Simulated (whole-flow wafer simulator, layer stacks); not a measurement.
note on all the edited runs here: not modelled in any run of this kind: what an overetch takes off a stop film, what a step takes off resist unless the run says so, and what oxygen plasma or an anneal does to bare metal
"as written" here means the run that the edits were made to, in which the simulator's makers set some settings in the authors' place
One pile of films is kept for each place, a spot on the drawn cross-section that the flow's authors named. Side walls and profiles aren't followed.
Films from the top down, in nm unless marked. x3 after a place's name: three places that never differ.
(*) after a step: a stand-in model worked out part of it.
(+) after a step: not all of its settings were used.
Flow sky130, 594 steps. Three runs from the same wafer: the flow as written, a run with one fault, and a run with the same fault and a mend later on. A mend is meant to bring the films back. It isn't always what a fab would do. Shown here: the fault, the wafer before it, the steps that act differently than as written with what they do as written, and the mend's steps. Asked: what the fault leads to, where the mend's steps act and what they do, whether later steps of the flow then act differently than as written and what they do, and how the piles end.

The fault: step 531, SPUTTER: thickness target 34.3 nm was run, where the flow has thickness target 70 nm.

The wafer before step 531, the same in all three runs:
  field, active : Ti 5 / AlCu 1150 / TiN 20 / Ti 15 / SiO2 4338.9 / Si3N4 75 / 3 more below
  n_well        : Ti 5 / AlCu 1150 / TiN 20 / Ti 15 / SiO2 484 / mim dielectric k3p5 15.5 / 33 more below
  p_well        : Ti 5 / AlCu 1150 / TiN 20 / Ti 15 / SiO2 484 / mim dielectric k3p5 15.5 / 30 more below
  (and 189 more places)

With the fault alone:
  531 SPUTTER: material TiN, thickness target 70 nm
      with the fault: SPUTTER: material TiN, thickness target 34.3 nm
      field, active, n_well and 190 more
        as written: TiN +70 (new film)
        with the fault: TiN +34.3 (new film)
  Later steps of the flow that act differently than as written (17 more steps differ only slightly, by at most 2% or 0.5 nm, whichever is larger, and aren't shown):
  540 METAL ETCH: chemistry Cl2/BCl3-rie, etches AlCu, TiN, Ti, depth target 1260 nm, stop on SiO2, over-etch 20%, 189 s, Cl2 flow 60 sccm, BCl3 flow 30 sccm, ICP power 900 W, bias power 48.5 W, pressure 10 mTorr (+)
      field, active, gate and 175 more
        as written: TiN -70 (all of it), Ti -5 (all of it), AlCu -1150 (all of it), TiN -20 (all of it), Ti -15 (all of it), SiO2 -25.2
        with the fault: TiN -34.3 (all of it), Ti -5 (all of it), AlCu -1150 (all of it), TiN -20 (all of it), Ti -15 (all of it), SiO2 -28.8
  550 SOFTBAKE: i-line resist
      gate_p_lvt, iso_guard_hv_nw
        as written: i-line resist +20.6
        with the fault: i-line resist +19.9
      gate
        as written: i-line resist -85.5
        with the fault: i-line resist -82
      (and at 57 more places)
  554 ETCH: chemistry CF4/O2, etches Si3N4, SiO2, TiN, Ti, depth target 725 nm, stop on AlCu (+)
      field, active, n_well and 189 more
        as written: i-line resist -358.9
        with the fault: i-line resist -323.2
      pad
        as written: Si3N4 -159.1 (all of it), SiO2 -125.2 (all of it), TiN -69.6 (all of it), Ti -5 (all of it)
        with the fault: Si3N4 -159.1 (all of it), SiO2 -125.2 (all of it), TiN -33.9 (all of it), Ti -5 (all of it)
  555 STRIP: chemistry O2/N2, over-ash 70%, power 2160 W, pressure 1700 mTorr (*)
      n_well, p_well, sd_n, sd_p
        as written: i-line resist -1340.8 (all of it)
        with the fault: i-line resist -1407.9 (all of it)
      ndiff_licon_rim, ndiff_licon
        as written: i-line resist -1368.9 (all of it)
        with the fault: i-line resist -1435.1 (all of it)
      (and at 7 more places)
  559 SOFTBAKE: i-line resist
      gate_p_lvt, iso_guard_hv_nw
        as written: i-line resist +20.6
        with the fault: i-line resist +19.9
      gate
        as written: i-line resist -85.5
        with the fault: i-line resist -82
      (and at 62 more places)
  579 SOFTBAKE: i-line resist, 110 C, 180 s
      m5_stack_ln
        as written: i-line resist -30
        with the fault: i-line resist -29.1
  At the end the piles differ from the flow's by more than 2% or 0.5 nm, whichever is larger, at n_well, p_well, sd_n and 11 more.
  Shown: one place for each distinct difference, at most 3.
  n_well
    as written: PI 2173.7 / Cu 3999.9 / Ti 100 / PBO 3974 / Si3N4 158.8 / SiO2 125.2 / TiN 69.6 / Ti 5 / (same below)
    with the fault: PI 2177.9 / Cu 3999.9 / Ti 100 / PBO 3999.7 / Si3N4 158.8 / SiO2 125.2 / TiN 33.9 / Ti 5 / (same below)
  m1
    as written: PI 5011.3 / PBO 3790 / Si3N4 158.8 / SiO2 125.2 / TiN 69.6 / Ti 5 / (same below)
    with the fault: PI 5013.1 / PBO 3819.7 / Si3N4 158.8 / SiO2 125.2 / TiN 33.9 / Ti 5 / (same below)
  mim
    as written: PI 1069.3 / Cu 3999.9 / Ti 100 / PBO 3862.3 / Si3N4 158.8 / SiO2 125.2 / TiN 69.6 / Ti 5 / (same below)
    with the fault: PI 1072.4 / Cu 3999.9 / Ti 100 / PBO 3890 / Si3N4 158.8 / SiO2 125.2 / TiN 33.9 / Ti 5 / (same below)

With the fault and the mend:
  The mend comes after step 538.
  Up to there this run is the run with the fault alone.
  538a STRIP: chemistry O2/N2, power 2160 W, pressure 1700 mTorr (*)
      n_well, p_well, sd_n and 9 more
        resist -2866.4 (all of it)
      m1, via4_hole
        resist -2868.5 (all of it)
      via4_enc
        resist -2866.3 (all of it)
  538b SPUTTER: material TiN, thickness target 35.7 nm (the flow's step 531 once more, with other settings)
      field, active, n_well and 190 more
        TiN +35.7
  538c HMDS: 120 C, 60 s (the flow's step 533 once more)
      changes no film at any place that is followed
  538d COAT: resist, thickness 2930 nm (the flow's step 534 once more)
      n_well, p_well, gate_hv and 172 more
        resist +2930 (new film)
      field, active, gate and 13 more
        resist +2929.9 (new film)
      m1, via4_hole
        resist +2932.1 (new film)
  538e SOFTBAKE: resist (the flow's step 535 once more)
      field, active, gate, spacer, m1, sonos_cell, sonos_guard, sonos_guard_hv
        resist +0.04
      nwell_res
        resist +0.03
      pplus_nw
        resist +0.02
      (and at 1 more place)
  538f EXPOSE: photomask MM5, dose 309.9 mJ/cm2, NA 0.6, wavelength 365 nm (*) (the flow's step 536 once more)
      changes no film at any place that is followed
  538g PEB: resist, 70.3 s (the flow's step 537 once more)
      field, active, n_well and 188 more
        resist -63.6
      m1, via4_hole
        resist -63.7
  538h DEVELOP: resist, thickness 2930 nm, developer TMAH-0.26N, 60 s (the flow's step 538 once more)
      field, active, gate and 168 more
        resist -2866.4 (all of it)
      via1_hole, via1_enc, via2_hole, via2_enc, via3_hole, via3_enc, via_li1
        resist -2866.3 (all of it)
  No later step of the flow acts differently than as written at any place that is followed.
  At the end the piles are the same as the flow's at every place that both follow.
